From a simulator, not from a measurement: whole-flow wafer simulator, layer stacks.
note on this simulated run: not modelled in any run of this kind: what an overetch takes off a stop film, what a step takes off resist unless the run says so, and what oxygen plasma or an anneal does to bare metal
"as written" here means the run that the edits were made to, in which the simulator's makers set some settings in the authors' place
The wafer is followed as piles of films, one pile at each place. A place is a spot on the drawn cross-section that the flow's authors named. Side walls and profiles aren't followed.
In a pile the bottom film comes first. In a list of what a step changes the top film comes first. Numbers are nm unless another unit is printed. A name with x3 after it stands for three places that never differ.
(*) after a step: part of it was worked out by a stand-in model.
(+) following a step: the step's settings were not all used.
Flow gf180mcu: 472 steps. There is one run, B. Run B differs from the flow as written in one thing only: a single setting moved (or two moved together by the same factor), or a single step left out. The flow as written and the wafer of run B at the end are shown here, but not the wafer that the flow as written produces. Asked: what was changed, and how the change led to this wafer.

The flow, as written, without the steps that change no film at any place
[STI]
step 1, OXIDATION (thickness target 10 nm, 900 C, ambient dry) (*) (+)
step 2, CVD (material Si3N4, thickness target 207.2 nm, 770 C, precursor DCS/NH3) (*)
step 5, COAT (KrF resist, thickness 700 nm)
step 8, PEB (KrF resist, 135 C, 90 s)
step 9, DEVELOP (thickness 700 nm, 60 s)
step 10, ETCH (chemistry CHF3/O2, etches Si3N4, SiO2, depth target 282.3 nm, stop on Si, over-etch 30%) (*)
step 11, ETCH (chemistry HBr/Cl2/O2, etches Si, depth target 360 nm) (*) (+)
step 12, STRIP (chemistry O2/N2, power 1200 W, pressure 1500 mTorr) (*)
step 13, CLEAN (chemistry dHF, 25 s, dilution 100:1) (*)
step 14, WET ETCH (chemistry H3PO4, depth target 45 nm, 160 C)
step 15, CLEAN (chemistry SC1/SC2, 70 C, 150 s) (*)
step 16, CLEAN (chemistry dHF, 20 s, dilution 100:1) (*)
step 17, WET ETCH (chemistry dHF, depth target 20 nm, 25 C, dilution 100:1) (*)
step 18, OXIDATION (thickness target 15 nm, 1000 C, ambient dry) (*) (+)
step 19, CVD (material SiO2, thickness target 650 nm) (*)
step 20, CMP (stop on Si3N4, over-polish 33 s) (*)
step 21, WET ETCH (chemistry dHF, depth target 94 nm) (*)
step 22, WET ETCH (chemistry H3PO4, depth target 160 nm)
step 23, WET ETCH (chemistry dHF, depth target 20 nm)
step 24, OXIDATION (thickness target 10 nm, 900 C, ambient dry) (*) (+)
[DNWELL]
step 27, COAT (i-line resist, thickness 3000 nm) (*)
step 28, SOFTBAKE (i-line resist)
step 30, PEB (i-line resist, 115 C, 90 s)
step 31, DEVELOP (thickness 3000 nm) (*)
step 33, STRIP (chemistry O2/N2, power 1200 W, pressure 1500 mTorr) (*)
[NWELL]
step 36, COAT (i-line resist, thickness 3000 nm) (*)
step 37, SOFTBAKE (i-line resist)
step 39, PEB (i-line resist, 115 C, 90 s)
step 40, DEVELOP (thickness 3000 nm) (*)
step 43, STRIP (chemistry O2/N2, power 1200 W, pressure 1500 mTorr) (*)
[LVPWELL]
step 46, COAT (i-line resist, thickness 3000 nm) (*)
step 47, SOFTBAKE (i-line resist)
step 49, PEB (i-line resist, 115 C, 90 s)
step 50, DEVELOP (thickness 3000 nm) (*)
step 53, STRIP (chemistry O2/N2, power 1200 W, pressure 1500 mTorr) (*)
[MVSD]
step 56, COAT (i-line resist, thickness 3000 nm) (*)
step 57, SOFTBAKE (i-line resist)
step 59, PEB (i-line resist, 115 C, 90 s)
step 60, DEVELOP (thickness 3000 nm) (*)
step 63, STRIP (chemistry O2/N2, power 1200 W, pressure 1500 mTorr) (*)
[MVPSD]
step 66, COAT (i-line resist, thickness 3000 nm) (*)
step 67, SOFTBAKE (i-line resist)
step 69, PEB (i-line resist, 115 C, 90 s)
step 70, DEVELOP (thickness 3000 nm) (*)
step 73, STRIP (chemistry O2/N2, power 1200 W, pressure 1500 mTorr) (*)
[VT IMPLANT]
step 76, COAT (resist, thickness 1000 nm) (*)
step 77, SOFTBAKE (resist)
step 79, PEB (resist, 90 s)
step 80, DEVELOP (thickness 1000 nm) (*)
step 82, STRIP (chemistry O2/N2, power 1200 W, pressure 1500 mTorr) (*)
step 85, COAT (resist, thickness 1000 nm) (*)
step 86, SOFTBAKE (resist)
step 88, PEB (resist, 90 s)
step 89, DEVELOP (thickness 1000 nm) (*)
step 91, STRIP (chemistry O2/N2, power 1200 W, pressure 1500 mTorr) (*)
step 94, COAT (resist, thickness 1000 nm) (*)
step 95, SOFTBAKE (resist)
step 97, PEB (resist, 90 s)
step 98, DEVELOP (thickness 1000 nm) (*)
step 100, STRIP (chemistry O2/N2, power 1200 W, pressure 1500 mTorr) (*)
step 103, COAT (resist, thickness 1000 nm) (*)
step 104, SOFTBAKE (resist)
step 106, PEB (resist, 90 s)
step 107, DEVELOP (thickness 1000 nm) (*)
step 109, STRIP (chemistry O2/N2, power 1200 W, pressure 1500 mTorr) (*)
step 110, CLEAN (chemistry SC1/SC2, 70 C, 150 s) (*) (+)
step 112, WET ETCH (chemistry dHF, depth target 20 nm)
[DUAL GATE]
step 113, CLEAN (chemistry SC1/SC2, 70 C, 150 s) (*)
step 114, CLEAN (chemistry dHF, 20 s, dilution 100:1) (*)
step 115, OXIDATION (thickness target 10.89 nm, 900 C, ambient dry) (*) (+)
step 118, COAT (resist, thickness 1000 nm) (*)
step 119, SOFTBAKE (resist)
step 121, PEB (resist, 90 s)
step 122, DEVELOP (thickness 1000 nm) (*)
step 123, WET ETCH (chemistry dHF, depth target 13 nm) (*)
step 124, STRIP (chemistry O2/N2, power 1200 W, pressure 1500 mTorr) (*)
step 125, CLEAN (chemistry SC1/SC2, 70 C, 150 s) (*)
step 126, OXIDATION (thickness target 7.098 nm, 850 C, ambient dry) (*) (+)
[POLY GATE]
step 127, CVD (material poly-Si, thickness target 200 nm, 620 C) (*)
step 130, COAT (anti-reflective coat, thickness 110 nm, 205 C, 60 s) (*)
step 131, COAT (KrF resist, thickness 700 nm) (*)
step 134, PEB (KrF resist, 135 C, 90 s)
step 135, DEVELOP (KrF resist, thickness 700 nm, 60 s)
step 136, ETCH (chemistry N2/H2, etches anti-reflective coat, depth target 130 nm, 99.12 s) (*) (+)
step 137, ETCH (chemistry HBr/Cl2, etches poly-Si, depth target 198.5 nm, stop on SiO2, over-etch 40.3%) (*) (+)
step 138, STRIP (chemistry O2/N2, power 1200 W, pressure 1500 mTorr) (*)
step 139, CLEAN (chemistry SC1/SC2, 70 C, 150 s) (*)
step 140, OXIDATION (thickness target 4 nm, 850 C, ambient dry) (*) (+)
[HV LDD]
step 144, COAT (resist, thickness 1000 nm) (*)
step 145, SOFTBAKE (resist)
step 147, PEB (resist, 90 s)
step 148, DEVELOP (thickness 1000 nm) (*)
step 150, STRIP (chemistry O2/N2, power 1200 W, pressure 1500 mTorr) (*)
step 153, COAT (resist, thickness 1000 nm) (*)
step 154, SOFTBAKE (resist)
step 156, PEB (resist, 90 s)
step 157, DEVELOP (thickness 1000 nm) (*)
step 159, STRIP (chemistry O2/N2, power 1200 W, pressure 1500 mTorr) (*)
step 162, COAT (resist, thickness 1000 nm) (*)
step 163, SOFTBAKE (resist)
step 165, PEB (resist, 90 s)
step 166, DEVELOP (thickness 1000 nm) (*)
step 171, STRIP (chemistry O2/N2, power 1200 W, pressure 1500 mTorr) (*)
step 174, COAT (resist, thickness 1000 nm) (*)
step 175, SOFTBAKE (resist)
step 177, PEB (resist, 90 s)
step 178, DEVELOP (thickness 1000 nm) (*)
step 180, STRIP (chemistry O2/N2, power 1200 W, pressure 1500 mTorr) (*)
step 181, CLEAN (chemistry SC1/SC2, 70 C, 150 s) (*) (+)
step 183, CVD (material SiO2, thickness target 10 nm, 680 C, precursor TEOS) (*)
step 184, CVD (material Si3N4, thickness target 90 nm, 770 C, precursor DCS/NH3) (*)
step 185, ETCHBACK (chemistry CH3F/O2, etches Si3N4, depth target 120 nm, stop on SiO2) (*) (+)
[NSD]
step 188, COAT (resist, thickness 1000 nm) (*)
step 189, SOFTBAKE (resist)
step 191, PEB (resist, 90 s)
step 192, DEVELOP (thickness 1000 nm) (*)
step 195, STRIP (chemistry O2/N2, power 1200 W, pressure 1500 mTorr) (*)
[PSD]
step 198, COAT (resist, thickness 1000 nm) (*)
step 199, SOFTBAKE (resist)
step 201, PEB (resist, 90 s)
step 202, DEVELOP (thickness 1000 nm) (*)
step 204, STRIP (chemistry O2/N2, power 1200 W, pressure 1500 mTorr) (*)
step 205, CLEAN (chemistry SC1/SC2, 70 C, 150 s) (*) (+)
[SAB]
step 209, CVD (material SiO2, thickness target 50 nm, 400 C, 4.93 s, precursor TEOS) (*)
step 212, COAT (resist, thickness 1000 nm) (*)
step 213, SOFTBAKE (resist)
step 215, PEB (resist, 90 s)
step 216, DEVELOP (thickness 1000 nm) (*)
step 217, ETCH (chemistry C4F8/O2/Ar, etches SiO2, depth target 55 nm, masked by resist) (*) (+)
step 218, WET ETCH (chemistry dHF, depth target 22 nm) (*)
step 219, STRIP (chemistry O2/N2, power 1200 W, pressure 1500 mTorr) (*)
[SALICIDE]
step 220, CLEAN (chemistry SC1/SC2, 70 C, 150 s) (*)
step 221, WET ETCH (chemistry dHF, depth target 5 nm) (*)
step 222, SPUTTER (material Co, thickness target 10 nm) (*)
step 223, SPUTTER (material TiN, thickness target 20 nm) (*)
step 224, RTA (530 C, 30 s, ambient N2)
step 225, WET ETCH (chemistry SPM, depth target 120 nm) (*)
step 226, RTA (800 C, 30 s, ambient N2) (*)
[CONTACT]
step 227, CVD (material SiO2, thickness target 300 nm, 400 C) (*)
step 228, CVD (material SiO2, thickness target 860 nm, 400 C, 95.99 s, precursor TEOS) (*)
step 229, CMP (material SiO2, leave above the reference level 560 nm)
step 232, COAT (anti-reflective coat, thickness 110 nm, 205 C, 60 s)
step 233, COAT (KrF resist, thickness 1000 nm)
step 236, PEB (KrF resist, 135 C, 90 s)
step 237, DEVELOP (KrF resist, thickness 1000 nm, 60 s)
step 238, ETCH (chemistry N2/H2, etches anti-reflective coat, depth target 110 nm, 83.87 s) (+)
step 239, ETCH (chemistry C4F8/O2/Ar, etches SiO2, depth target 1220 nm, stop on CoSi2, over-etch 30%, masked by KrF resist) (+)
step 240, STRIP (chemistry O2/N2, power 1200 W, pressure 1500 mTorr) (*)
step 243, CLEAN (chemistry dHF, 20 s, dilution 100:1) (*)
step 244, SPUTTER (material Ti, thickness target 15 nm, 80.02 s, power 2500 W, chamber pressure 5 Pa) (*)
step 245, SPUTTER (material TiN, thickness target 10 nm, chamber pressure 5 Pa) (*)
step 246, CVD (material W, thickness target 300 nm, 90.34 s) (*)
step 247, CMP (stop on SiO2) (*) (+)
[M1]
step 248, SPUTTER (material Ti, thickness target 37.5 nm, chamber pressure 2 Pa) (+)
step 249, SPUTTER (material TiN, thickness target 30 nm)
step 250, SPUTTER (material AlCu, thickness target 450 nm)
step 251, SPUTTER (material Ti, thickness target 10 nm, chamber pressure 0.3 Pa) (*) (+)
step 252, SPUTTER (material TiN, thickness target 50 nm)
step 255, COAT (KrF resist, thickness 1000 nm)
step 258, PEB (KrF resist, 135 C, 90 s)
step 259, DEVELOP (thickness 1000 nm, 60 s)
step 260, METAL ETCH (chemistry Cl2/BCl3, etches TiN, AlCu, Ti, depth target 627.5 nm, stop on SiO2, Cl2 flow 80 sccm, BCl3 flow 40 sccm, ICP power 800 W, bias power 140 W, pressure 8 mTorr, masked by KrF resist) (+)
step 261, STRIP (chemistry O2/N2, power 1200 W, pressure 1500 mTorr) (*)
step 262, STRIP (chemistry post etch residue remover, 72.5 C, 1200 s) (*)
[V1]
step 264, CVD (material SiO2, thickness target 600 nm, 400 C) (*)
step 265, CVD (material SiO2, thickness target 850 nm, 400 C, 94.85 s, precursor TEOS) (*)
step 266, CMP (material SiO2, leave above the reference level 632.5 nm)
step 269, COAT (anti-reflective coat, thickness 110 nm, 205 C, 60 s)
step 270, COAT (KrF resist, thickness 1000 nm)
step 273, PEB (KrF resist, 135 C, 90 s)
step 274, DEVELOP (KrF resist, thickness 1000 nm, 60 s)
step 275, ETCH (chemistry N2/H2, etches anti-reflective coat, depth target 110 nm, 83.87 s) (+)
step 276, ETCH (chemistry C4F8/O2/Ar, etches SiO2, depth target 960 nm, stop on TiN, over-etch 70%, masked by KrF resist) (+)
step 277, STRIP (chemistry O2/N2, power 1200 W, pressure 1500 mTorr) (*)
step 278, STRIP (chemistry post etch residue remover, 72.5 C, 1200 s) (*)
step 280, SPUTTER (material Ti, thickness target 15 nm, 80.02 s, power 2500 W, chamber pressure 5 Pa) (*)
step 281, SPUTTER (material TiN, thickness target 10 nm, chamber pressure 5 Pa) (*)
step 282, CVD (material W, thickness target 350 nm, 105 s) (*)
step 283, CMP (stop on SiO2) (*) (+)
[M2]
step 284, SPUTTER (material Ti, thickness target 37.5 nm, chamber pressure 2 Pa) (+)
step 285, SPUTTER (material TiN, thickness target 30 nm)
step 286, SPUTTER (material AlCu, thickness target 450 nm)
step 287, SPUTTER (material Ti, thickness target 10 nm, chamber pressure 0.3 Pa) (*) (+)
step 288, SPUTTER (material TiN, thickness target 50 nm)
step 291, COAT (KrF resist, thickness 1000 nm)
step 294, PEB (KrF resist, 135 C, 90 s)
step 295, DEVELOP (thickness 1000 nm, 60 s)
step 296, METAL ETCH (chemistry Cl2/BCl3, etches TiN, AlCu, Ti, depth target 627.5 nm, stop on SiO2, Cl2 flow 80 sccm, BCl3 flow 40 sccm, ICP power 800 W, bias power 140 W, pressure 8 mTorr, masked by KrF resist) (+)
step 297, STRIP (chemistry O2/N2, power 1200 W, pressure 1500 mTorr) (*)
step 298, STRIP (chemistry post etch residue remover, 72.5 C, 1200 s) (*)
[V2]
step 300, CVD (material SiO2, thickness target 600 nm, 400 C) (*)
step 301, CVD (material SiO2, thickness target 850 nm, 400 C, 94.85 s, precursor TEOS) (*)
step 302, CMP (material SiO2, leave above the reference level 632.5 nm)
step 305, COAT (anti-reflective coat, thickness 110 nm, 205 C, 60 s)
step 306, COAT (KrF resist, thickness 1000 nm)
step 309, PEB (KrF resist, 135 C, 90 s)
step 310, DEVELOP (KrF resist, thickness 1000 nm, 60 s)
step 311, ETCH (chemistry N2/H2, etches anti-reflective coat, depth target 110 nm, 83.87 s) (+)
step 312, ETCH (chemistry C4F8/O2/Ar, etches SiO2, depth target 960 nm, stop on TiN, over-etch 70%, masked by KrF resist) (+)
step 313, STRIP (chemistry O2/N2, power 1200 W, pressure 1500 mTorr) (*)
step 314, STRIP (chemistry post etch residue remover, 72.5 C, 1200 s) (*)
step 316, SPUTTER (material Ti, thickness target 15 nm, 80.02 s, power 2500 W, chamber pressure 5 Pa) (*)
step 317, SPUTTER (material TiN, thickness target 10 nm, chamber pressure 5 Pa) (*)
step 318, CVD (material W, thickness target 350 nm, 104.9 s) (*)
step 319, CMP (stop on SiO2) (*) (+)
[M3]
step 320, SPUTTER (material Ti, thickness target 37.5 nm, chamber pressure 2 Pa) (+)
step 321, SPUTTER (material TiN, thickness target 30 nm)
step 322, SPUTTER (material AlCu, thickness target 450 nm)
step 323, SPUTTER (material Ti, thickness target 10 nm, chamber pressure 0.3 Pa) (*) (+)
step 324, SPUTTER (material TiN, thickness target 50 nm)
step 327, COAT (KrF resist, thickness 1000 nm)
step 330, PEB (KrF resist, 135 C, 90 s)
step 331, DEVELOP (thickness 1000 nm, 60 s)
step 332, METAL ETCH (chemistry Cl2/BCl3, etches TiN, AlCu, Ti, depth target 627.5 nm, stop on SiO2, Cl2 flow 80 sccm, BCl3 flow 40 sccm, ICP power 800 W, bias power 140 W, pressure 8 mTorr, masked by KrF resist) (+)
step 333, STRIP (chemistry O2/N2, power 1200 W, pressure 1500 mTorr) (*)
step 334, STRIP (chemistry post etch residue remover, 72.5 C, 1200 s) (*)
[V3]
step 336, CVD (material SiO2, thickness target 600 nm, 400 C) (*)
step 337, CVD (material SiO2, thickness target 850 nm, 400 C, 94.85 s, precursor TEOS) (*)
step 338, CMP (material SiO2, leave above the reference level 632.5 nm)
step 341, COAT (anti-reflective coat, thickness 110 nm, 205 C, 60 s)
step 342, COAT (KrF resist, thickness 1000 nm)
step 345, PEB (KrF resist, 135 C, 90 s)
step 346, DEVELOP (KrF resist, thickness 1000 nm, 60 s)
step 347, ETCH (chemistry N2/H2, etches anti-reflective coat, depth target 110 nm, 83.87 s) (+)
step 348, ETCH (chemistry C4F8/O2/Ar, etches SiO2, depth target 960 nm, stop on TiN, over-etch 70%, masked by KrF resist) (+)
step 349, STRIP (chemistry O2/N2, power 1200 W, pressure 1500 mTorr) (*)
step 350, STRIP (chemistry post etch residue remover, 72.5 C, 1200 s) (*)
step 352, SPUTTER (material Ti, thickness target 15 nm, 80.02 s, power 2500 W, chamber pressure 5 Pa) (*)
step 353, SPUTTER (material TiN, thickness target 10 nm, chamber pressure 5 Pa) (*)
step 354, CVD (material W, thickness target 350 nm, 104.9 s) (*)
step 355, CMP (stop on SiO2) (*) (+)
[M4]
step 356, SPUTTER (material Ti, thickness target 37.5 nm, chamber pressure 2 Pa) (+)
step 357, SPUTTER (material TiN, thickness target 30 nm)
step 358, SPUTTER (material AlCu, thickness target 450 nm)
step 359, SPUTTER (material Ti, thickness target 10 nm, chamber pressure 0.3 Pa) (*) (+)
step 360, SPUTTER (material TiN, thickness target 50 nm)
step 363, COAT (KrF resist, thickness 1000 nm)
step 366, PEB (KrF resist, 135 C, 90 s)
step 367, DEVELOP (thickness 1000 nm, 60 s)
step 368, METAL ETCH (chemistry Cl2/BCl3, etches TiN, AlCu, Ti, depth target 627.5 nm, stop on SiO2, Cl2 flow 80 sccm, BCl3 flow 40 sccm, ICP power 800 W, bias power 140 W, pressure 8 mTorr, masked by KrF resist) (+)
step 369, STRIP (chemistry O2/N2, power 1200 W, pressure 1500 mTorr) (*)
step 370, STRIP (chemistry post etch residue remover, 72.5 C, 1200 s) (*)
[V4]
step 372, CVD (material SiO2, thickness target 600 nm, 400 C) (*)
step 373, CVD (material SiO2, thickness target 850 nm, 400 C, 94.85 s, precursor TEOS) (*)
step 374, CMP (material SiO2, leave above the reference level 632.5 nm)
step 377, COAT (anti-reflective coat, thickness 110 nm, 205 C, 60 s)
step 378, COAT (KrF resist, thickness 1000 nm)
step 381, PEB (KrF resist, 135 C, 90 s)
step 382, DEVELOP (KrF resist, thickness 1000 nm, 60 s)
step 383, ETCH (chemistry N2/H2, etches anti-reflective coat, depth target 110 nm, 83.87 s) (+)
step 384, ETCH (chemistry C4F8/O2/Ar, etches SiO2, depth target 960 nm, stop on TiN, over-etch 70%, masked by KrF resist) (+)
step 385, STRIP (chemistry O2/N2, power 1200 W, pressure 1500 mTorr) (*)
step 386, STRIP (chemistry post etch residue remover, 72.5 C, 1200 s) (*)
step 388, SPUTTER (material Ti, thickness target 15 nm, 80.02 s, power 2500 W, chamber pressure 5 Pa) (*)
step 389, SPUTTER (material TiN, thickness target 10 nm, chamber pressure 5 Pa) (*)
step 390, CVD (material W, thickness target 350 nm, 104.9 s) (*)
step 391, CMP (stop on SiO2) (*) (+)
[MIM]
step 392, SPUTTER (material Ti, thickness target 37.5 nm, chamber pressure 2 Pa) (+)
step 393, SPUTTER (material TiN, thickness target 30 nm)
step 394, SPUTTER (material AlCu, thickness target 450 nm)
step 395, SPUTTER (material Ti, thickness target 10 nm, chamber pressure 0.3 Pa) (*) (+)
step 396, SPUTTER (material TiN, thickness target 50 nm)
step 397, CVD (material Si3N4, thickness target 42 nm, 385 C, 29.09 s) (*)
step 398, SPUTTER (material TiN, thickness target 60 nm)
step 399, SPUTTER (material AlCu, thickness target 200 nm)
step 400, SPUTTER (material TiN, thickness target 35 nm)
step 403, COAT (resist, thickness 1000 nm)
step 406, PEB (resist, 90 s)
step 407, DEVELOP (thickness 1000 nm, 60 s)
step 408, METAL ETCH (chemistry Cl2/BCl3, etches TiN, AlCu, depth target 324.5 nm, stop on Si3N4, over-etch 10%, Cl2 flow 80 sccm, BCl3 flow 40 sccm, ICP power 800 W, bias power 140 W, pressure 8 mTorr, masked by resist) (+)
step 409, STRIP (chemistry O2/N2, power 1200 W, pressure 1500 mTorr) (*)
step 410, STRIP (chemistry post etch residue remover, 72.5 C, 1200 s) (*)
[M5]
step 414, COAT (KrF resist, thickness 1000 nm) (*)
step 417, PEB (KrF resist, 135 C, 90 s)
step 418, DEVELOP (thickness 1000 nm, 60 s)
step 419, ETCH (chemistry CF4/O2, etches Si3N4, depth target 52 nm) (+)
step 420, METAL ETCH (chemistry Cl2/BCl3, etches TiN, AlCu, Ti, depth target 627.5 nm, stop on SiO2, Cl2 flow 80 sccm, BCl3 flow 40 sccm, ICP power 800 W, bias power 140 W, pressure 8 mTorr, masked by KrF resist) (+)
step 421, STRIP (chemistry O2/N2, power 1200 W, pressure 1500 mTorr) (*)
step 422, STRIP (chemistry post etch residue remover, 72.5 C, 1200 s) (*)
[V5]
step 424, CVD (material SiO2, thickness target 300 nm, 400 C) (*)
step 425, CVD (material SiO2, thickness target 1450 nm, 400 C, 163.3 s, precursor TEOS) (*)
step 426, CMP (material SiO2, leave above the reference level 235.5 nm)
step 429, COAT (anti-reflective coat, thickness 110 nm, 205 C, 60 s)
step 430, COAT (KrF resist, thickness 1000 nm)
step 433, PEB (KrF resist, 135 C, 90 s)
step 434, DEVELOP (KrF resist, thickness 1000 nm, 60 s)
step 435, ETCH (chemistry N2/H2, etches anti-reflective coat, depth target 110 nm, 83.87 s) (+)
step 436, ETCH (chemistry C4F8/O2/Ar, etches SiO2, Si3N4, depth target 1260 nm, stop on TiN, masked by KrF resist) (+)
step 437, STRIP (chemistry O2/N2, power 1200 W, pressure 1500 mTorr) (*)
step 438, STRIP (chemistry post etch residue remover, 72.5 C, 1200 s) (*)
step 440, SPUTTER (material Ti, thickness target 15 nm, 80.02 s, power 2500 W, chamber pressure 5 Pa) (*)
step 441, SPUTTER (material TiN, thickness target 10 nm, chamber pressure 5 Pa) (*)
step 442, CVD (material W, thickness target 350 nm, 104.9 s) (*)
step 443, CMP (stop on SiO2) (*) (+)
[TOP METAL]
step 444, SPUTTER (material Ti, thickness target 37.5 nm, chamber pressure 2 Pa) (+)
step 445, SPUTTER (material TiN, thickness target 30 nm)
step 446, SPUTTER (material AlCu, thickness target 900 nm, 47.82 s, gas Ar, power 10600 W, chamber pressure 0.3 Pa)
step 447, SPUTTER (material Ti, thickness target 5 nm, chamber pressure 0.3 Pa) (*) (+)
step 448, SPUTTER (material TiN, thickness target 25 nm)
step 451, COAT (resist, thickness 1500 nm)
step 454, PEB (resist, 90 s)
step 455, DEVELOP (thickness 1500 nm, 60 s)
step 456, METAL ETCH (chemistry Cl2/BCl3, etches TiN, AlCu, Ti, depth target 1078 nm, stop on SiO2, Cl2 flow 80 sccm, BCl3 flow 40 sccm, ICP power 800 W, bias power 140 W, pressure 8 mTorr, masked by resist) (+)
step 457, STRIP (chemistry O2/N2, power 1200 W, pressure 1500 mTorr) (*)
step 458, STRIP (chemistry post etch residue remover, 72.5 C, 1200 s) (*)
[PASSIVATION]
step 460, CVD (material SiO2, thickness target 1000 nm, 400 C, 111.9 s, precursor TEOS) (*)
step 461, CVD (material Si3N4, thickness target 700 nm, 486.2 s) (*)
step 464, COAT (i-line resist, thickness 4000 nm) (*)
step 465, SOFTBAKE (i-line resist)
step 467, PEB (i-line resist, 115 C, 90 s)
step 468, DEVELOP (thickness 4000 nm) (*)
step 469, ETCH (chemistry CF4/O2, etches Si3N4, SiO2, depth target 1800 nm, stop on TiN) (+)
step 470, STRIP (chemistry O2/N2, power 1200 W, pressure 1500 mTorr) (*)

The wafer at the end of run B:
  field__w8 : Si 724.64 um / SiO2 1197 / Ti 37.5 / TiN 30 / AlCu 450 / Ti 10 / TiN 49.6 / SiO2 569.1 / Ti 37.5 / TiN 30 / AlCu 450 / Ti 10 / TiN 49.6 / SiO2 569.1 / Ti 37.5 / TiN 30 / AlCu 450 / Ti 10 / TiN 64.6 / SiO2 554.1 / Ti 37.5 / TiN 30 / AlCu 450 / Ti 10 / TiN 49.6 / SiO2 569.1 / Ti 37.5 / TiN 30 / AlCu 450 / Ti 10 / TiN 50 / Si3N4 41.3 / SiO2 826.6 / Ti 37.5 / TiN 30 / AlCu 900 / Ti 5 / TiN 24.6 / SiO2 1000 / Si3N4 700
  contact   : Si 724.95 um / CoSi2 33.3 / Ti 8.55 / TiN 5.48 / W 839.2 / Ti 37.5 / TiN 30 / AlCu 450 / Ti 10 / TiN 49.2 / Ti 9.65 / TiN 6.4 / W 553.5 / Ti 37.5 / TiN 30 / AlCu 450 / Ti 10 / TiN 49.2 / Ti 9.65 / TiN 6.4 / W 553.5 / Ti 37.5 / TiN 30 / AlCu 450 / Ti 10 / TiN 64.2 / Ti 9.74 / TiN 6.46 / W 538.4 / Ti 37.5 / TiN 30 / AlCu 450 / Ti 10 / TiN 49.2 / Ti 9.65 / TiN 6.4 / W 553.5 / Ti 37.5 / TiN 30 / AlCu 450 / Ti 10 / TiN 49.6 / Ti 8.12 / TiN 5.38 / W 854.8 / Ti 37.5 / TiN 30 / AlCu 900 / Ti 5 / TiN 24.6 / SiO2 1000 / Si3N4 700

Cause: step 324, SPUTTER: thickness target 65 nm was run, though the flow has thickness target 50 nm.

Step by step, how the change led to this:
  step 324, SPUTTER (material TiN, thickness target 50 nm)
      field, field__w1, field__w2 and 108 more: +65 TiN (new film) (it would be, as written: +50 TiN (new film))
  step 332, METAL ETCH (chemistry Cl2/BCl3, etches TiN, AlCu, Ti, depth target 627.5 nm, stop on SiO2, Cl2 flow 80 sccm, BCl3 flow 40 sccm, ICP power 800 W, bias power 140 W, pressure 8 mTorr, masked by KrF resist) (+)
      field, field__w1, field__w2 and 103 more: -65 TiN (all of it), -10 Ti (all of it), -450 AlCu (all of it), -30 TiN (all of it), -37.5 Ti (all of it) (it would be, as written: -50 TiN (all of it), -10 Ti (all of it), -450 AlCu (all of it), -30 TiN (all of it), -37.5 Ti (all of it))
  step 348, ETCH (chemistry C4F8/O2/Ar, etches SiO2, depth target 960 nm, stop on TiN, over-etch 70%, masked by KrF resist) (+)
      contact: -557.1 SiO2 (all of it) (it would be, as written: -572.1 SiO2 (all of it))
